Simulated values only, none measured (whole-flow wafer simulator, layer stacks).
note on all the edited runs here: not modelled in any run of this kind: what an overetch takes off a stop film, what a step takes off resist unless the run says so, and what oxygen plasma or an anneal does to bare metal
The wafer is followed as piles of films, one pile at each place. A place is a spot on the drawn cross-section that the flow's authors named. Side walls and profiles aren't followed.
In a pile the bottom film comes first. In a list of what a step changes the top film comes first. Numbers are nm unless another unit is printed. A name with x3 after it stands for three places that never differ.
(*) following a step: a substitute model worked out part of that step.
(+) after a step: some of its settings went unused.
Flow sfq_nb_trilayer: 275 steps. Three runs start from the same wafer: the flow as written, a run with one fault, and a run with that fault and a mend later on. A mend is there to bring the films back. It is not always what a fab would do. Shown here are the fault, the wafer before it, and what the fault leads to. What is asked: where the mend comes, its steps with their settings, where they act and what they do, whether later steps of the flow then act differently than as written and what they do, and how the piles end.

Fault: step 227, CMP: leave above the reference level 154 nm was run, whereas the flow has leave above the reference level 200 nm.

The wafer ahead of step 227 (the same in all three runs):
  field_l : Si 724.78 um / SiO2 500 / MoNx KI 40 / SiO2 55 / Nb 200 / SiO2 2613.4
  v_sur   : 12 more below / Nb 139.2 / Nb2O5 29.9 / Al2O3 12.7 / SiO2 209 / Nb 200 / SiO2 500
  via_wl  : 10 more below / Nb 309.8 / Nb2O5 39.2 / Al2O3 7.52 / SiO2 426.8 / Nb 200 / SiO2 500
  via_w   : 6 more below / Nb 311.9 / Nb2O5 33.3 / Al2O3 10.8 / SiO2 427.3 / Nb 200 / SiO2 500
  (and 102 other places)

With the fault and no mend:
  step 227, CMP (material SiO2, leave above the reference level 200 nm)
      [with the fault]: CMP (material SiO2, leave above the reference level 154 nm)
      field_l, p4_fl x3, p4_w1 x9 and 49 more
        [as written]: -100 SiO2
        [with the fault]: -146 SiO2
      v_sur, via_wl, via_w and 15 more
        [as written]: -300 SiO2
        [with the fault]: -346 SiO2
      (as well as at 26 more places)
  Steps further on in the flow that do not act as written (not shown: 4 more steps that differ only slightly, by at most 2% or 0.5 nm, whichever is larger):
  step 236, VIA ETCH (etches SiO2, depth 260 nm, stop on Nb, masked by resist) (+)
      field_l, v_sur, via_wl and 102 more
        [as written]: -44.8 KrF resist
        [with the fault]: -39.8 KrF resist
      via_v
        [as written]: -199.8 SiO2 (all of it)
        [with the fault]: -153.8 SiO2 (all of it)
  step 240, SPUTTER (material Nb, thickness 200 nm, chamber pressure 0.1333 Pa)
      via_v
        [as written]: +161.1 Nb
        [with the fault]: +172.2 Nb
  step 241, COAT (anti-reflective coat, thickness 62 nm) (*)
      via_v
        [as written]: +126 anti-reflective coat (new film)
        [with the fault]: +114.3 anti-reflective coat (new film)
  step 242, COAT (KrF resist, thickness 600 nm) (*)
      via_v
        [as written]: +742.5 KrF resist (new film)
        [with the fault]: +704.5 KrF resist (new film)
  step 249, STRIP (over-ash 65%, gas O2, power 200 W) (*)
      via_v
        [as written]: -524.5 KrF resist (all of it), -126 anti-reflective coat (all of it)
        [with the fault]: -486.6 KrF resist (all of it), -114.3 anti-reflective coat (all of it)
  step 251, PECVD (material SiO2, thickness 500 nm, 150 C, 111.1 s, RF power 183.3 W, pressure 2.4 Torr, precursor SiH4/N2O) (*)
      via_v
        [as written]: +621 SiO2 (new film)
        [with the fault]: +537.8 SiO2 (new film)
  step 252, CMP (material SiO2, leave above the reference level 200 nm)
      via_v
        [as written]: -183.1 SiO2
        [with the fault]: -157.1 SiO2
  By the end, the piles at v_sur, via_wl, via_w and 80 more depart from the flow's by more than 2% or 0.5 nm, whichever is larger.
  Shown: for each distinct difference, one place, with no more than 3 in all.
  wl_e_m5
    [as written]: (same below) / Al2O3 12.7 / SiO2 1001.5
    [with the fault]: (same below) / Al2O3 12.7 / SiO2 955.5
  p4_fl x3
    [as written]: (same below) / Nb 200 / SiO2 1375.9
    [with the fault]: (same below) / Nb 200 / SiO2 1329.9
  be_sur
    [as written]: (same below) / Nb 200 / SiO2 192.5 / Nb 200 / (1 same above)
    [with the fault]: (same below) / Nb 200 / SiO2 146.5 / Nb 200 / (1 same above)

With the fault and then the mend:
  The mend follows step 228.
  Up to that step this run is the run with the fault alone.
  step 228a, PECVD (material SiO2, thickness 46 nm, 150 C, 10.22 s, RF power 183.3 W, pressure 2.4 Torr, precursor SiH4/N2O) (the flow's step 226, run once more with other settings)
      field_l, v_sur, via_wl and 103 more
        +46 SiO2
  Every later step of the flow that is run acts as written, at every place that is followed, to within 2% or 0.5 nm, whichever is larger.
  At every place that both follow, the piles at the end match the flow's.
